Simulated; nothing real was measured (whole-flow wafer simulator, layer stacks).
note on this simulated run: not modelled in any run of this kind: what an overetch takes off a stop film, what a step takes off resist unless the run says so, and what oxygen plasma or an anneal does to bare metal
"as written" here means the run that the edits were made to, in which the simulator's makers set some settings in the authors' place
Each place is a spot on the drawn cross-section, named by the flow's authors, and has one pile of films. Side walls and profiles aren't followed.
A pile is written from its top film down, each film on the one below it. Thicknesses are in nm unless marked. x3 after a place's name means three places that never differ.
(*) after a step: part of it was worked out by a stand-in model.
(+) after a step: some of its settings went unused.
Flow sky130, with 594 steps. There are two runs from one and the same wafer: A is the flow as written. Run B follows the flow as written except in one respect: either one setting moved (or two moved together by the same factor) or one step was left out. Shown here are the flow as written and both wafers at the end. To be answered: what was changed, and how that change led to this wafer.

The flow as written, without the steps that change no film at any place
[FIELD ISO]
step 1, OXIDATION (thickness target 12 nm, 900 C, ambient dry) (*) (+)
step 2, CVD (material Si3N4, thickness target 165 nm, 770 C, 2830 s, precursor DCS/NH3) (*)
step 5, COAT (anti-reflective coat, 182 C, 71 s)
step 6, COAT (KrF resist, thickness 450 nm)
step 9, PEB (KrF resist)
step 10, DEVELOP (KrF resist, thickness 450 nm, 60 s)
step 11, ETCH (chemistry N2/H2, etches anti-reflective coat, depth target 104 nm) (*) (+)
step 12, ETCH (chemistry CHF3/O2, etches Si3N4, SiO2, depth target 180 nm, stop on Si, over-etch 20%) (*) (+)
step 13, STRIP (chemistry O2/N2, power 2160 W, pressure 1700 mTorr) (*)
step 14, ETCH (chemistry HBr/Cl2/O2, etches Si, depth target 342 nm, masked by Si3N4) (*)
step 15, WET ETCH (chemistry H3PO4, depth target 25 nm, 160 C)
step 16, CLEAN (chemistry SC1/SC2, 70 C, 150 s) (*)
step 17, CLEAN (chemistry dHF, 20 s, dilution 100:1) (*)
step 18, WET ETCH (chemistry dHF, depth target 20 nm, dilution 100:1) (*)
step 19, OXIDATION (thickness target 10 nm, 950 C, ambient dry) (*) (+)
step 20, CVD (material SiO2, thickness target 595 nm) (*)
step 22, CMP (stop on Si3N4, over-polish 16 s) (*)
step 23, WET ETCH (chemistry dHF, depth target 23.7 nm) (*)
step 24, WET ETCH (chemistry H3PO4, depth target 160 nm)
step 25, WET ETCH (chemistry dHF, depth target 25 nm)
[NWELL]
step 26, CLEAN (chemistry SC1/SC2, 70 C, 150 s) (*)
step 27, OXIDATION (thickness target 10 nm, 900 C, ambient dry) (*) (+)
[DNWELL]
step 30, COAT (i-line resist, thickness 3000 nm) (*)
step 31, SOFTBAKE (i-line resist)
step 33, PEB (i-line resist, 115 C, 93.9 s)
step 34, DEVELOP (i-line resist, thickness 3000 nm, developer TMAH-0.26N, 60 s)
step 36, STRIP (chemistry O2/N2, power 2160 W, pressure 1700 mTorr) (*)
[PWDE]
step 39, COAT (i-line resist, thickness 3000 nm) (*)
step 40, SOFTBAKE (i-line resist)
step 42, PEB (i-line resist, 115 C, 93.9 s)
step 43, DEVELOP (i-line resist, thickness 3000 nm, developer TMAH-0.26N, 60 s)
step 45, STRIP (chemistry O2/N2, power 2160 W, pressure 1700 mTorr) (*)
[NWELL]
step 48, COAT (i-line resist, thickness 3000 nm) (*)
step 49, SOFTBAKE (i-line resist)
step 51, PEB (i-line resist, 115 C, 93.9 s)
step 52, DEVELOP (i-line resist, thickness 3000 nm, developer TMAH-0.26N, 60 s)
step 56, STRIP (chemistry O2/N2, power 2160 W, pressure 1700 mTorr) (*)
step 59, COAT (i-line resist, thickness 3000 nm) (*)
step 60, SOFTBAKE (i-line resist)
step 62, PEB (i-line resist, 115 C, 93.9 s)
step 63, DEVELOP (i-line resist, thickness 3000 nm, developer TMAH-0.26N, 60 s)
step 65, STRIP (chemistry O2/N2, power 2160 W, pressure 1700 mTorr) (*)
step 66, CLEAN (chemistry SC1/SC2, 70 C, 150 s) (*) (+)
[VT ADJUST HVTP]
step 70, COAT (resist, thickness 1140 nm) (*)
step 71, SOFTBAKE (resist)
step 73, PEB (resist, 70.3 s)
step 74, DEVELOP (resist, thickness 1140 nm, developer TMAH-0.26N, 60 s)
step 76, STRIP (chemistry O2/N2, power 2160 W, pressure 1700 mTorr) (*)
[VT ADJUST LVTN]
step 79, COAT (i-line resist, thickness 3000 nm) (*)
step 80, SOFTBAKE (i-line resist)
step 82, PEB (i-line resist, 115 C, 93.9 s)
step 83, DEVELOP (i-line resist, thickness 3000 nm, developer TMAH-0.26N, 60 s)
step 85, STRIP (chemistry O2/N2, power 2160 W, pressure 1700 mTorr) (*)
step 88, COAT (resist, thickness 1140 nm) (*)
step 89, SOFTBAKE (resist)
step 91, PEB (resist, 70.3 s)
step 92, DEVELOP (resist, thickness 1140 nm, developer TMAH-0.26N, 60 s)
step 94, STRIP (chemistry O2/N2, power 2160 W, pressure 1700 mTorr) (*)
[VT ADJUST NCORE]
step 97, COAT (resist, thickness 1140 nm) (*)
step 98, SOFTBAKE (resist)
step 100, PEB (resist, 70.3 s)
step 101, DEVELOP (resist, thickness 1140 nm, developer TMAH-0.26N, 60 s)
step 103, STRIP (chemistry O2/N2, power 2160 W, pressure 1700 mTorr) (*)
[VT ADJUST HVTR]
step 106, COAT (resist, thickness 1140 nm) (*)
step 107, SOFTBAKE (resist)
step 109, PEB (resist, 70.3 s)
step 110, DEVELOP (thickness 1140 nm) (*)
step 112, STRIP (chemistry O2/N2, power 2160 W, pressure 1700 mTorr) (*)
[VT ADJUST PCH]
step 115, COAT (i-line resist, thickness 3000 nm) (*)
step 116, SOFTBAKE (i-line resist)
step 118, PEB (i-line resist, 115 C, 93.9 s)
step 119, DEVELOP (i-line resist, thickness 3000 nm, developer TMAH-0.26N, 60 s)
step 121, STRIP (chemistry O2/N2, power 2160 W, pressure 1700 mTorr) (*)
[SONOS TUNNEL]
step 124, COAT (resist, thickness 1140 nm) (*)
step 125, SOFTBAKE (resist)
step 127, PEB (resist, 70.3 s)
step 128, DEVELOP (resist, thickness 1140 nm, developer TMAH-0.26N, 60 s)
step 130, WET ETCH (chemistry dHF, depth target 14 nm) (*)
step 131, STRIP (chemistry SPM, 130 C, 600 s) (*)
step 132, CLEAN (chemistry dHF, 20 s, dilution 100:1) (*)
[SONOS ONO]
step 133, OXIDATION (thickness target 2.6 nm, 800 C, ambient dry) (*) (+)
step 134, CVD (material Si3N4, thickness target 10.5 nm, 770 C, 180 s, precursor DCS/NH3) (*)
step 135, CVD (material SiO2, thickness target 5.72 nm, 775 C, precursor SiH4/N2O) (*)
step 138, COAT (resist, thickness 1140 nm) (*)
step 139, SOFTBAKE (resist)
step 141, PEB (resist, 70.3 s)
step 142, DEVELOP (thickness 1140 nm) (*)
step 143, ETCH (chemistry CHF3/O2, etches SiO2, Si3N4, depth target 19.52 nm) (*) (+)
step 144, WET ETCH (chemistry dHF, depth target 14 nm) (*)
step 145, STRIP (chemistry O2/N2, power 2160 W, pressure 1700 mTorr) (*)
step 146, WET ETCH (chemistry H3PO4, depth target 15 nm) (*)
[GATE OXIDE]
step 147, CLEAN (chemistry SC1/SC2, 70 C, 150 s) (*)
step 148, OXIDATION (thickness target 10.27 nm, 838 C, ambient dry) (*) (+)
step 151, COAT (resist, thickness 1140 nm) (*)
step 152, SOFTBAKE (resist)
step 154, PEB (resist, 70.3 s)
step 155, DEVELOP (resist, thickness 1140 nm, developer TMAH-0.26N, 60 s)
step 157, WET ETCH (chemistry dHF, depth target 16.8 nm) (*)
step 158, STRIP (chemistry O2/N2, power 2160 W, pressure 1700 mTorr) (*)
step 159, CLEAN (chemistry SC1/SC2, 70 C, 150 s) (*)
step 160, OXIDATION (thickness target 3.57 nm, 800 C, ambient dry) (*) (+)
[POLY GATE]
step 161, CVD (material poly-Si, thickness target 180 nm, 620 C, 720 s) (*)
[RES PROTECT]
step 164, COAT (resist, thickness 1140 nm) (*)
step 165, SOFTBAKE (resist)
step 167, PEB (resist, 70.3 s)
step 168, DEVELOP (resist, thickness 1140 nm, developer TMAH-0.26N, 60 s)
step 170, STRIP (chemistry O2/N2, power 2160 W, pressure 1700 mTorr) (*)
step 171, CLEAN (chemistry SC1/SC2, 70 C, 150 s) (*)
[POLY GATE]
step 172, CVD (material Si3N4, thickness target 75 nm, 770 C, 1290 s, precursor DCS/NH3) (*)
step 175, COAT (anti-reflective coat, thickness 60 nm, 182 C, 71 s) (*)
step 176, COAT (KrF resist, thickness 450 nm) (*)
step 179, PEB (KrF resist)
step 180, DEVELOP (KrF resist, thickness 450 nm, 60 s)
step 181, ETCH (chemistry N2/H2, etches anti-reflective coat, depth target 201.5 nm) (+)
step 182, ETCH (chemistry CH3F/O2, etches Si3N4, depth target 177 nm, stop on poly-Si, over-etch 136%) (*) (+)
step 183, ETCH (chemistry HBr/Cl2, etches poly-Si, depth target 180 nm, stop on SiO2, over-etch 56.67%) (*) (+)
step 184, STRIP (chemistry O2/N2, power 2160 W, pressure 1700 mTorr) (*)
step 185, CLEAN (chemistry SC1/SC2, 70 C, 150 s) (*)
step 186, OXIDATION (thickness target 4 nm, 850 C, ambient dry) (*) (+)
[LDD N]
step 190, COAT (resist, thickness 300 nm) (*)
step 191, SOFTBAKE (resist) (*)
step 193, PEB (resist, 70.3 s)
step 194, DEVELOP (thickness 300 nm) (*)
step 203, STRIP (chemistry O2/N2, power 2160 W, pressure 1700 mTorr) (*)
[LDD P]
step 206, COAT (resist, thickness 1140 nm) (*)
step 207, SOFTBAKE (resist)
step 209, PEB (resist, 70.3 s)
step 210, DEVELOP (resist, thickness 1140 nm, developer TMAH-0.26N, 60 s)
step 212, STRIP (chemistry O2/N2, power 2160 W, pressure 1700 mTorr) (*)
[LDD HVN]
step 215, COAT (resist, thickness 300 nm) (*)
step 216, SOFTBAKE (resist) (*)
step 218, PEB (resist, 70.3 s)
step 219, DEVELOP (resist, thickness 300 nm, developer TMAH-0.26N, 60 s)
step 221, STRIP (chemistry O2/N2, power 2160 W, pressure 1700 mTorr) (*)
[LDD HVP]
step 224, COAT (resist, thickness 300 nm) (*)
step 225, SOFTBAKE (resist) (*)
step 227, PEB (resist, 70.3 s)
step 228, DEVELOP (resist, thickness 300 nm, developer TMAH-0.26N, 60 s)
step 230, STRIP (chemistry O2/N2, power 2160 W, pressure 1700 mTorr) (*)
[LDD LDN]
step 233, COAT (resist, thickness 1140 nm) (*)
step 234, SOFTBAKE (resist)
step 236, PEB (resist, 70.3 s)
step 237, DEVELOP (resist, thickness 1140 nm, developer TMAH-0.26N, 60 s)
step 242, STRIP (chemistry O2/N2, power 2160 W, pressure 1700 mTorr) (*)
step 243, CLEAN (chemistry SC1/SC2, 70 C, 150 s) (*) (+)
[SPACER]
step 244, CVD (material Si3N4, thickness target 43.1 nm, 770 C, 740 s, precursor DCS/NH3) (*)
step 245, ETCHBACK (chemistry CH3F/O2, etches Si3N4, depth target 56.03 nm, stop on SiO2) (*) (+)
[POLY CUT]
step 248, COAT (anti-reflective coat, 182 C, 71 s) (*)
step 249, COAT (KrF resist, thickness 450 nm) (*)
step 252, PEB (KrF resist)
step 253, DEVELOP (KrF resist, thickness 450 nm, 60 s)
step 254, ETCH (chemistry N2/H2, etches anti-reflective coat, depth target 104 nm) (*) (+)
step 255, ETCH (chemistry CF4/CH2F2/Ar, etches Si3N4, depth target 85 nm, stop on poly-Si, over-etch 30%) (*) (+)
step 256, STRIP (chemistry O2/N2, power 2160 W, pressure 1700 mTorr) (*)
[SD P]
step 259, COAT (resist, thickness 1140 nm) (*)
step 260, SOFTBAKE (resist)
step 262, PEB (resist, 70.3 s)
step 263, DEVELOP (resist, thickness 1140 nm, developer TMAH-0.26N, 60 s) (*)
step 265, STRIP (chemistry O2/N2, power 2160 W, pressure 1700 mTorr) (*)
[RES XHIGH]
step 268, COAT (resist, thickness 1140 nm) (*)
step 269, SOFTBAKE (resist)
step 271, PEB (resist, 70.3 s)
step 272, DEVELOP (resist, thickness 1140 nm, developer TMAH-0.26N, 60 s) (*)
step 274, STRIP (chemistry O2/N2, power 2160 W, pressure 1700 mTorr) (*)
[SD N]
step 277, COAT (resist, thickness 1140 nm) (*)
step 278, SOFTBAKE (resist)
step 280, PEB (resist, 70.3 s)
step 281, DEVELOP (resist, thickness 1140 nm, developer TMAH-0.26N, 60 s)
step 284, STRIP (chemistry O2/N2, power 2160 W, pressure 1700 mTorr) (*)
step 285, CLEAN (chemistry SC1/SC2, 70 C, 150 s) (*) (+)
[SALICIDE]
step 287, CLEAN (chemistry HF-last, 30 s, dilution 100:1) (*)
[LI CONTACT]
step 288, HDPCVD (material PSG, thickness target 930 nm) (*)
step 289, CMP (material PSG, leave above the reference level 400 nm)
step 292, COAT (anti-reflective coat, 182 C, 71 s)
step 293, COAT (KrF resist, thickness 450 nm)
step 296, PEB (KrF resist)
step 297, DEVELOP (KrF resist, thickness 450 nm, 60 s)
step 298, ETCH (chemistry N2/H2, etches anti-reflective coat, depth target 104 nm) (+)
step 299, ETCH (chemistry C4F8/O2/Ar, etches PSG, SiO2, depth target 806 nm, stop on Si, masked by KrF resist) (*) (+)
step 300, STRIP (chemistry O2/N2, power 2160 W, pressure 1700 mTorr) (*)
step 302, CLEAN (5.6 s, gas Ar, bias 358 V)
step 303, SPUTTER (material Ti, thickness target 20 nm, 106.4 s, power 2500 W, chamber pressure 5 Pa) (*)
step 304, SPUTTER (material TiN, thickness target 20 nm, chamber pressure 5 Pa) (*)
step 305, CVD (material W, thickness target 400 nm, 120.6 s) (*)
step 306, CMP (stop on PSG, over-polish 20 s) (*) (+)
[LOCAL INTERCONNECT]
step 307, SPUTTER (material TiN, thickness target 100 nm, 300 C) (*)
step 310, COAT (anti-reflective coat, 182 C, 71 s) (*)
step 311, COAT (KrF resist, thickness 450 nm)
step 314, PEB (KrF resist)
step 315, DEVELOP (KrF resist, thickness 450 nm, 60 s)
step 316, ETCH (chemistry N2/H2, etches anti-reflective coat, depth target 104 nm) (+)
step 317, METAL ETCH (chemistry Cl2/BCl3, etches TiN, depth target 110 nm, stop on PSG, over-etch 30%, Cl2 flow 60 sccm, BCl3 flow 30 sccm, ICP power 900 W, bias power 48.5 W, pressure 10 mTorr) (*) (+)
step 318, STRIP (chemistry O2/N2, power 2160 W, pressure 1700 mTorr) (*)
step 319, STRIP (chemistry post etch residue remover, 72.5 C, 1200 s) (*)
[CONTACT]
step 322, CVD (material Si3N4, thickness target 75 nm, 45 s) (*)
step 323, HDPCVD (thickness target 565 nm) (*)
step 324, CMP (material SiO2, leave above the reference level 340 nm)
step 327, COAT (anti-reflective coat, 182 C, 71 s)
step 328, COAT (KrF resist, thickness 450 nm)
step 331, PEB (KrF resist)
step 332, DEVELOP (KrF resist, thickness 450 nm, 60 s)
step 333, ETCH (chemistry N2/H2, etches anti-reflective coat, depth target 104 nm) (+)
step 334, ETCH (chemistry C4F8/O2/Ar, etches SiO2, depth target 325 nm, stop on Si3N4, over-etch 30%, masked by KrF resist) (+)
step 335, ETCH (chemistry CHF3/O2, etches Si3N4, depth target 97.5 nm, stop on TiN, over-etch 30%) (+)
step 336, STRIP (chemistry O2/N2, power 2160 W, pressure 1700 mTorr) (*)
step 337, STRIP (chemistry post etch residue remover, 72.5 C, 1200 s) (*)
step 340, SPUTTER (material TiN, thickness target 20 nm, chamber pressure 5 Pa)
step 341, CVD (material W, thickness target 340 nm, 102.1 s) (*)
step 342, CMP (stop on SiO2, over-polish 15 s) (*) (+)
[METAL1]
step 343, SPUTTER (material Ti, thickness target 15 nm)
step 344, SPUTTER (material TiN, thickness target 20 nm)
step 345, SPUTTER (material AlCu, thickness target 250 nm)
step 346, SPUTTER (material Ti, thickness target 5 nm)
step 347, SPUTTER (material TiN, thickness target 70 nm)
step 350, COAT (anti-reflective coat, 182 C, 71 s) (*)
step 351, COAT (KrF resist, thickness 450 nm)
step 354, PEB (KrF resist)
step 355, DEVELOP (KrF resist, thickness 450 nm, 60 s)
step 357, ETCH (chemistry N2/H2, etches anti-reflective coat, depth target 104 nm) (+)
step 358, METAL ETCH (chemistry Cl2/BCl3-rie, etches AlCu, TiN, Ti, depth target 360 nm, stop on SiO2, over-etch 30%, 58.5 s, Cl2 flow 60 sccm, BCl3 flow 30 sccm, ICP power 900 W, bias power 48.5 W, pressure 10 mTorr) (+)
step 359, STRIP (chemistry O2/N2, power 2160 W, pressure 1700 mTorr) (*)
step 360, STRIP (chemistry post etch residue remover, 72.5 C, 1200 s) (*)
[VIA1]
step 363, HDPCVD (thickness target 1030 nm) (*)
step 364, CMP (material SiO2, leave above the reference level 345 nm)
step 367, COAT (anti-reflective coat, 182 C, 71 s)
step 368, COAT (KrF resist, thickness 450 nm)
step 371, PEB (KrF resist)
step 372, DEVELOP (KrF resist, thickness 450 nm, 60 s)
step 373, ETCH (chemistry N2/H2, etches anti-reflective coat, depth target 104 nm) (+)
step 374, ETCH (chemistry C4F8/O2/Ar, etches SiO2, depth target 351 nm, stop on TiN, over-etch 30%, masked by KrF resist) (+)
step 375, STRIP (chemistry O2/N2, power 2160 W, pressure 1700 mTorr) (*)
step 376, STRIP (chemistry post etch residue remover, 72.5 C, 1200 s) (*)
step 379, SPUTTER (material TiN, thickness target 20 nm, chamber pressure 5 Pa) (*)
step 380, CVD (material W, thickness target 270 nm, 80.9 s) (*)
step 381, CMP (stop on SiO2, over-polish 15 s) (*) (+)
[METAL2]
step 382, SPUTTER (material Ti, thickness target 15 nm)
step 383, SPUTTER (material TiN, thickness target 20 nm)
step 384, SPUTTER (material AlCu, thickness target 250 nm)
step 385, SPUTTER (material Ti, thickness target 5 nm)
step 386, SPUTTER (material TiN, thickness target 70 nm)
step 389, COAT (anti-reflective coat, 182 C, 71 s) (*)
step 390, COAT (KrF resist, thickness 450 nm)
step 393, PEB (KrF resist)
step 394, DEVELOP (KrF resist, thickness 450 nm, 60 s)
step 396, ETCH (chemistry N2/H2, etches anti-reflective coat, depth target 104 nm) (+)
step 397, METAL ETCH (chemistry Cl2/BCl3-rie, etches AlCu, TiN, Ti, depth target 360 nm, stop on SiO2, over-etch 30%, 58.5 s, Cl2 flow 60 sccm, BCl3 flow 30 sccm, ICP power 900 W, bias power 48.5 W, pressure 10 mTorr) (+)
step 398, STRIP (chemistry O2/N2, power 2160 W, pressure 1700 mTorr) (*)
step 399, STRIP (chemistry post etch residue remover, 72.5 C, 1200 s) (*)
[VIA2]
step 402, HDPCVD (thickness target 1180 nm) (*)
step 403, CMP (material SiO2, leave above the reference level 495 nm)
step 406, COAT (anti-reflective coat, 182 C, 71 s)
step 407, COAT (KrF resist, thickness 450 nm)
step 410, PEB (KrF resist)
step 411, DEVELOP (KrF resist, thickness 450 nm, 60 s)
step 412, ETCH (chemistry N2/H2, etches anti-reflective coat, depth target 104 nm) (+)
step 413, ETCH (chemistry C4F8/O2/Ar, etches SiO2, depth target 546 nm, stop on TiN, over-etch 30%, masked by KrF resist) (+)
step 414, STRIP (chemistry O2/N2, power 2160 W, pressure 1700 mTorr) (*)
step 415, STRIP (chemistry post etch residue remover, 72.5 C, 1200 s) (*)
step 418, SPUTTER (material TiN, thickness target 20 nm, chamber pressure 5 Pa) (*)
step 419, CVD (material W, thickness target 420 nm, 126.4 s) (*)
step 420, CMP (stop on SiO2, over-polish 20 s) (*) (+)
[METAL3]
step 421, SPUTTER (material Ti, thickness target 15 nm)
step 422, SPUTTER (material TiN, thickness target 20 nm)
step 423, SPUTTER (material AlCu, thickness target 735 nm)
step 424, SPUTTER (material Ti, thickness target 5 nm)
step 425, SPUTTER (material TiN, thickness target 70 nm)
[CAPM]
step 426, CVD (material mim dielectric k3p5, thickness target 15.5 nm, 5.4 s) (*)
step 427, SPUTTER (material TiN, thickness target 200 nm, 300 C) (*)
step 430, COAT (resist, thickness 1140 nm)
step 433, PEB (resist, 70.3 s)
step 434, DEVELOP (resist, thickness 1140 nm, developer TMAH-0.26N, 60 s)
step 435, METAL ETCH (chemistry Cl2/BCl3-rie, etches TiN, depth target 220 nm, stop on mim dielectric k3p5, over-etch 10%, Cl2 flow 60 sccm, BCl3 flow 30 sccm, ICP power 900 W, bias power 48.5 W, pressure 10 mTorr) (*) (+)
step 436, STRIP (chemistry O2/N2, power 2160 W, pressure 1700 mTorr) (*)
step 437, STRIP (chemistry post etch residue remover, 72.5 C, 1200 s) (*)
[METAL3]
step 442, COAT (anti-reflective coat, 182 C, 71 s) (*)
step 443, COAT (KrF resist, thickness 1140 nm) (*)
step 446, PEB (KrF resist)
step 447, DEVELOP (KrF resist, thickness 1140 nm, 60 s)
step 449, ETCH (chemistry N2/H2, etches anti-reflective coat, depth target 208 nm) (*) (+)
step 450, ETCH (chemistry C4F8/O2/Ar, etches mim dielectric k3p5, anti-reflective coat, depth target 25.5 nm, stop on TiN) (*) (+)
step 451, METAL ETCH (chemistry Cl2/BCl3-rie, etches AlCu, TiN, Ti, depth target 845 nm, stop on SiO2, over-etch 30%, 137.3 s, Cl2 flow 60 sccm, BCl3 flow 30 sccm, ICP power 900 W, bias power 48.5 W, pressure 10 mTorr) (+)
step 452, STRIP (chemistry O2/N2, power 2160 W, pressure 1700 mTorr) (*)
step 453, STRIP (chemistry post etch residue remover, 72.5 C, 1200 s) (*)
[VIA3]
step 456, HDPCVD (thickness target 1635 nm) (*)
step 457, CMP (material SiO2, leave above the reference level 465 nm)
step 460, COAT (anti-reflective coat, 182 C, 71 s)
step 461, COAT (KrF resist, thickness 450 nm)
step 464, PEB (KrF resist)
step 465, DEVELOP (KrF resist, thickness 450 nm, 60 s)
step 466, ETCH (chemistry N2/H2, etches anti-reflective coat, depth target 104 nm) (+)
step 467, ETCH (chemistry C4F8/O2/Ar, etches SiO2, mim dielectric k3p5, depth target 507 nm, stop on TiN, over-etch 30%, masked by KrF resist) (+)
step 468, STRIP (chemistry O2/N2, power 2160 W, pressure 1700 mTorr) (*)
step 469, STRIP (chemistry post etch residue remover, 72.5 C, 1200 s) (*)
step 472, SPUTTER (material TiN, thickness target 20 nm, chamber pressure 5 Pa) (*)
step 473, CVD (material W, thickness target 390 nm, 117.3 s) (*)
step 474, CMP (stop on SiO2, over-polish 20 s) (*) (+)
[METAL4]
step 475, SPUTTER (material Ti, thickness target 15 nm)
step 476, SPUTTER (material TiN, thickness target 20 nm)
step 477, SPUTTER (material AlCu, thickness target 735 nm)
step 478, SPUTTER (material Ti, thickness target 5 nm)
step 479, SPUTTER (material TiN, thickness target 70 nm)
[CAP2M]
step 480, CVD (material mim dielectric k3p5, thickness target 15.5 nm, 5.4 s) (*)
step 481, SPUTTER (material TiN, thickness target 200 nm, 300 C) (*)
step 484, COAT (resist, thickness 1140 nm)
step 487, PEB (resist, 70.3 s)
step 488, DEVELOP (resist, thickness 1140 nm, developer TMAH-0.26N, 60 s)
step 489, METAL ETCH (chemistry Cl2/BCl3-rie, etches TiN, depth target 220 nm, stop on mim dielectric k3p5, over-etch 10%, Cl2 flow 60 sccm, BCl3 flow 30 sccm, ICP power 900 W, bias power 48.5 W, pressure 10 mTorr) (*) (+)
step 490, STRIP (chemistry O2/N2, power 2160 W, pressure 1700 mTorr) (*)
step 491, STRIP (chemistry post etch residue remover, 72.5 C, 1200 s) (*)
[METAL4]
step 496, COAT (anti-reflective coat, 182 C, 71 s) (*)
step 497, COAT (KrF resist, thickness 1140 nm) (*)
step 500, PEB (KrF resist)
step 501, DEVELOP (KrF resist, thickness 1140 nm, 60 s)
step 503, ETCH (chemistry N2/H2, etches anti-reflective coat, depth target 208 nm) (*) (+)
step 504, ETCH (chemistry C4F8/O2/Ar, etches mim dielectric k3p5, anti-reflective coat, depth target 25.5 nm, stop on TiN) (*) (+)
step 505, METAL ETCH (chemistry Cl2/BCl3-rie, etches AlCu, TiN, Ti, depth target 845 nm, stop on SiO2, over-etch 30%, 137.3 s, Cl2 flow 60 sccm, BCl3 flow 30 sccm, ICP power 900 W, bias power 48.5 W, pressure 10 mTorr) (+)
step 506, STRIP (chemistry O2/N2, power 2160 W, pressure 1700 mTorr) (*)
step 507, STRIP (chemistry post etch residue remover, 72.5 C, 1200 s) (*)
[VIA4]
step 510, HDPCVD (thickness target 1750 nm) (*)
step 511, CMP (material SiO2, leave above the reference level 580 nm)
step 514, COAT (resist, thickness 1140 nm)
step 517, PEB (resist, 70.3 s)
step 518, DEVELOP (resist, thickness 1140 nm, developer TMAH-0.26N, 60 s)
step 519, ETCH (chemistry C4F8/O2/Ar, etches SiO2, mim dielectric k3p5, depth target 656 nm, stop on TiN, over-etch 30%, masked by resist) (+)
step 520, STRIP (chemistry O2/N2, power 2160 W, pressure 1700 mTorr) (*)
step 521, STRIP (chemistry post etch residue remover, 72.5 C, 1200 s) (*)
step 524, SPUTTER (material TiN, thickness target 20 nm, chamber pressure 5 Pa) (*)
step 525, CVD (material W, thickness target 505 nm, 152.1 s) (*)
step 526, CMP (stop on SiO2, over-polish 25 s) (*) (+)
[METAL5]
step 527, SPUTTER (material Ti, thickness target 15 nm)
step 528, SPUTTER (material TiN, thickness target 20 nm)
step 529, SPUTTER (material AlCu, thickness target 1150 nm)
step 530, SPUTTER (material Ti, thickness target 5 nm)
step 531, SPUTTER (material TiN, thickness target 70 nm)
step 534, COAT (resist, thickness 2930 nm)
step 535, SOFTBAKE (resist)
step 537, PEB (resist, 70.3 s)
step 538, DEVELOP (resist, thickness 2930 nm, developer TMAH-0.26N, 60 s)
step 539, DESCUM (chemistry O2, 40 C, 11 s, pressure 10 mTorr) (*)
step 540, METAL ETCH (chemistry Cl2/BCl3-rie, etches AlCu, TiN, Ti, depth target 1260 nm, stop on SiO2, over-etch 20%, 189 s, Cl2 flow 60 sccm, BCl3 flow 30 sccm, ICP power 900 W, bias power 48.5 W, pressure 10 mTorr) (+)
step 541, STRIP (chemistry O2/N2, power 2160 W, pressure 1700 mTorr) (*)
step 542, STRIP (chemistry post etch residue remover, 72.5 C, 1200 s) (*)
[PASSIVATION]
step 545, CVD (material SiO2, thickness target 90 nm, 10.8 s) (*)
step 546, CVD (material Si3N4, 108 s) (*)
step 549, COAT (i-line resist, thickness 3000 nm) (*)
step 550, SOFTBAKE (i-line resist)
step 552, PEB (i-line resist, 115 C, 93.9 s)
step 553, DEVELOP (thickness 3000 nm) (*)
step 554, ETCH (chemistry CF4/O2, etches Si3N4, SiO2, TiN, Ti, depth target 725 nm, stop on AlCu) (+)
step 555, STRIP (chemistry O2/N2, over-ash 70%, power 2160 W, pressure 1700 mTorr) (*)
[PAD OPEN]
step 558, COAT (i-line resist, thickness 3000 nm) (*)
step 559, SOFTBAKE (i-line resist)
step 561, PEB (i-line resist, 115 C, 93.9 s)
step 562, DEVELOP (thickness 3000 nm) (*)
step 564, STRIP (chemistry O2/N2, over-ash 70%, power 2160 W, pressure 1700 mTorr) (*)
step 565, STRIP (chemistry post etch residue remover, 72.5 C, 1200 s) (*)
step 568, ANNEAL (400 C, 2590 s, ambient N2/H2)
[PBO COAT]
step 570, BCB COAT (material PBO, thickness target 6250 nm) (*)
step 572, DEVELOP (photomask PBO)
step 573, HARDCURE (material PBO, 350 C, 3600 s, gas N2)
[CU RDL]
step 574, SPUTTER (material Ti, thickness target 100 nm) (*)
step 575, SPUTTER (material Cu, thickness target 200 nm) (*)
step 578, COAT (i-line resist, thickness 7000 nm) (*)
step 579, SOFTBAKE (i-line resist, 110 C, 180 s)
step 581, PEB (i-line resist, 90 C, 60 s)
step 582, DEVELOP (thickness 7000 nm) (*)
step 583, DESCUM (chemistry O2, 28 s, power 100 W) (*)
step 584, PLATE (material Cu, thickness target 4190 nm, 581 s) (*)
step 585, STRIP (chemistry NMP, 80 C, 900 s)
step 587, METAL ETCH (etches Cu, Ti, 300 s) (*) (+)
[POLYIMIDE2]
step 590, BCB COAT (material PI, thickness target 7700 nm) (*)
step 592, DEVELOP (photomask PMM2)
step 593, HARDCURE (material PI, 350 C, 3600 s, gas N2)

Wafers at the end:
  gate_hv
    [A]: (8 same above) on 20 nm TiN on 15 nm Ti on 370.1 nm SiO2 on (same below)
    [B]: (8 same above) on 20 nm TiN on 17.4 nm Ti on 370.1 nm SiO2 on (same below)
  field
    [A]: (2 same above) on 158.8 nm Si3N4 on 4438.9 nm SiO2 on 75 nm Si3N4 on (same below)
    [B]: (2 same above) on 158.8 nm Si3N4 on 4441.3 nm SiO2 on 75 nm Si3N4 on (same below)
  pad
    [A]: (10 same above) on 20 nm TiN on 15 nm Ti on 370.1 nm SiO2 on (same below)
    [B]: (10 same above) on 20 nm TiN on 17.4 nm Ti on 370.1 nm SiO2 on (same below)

What caused this: step 475, SPUTTER: thickness target 17.4 nm was run, while the flow as written has thickness target 15 nm.
The wafer itself shows it: gate_hv has Ti 17.4, and step 475 as written asks for 15 nm.

How this came from the change, step by step:
  step 475, SPUTTER (material Ti, thickness target 15 nm)
      field, active, n_well and 189 more: A +15 Ti (new film) | B +17.4 Ti (new film)
  step 505, METAL ETCH (chemistry Cl2/BCl3-rie, etches AlCu, TiN, Ti, depth target 845 nm, stop on SiO2, over-etch 30%, 137.3 s, Cl2 flow 60 sccm, BCl3 flow 30 sccm, ICP power 900 W, bias power 48.5 W, pressure 10 mTorr) (+)
      field, gate, spacer and 68 more: A -70 TiN (all of it), -5 Ti (all of it), -735 AlCu (all of it), -20 TiN (all of it), -15 Ti (all of it), -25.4 SiO2 | B -70 TiN (all of it), -5 Ti (all of it), -735 AlCu (all of it), -20 TiN (all of it), -17.4 Ti (all of it), -25.1 SiO2
      active, vpp_iso1, mim_edge_plate and 14 more: A -70 TiN (all of it), -5 Ti (all of it), -735 AlCu (all of it), -20 TiN (all of it), -15 Ti (all of it), -25.3 SiO2 | B -70 TiN (all of it), -5 Ti (all of it), -735 AlCu (all of it), -20 TiN (all of it), -17.4 Ti (all of it), -25.1 SiO2
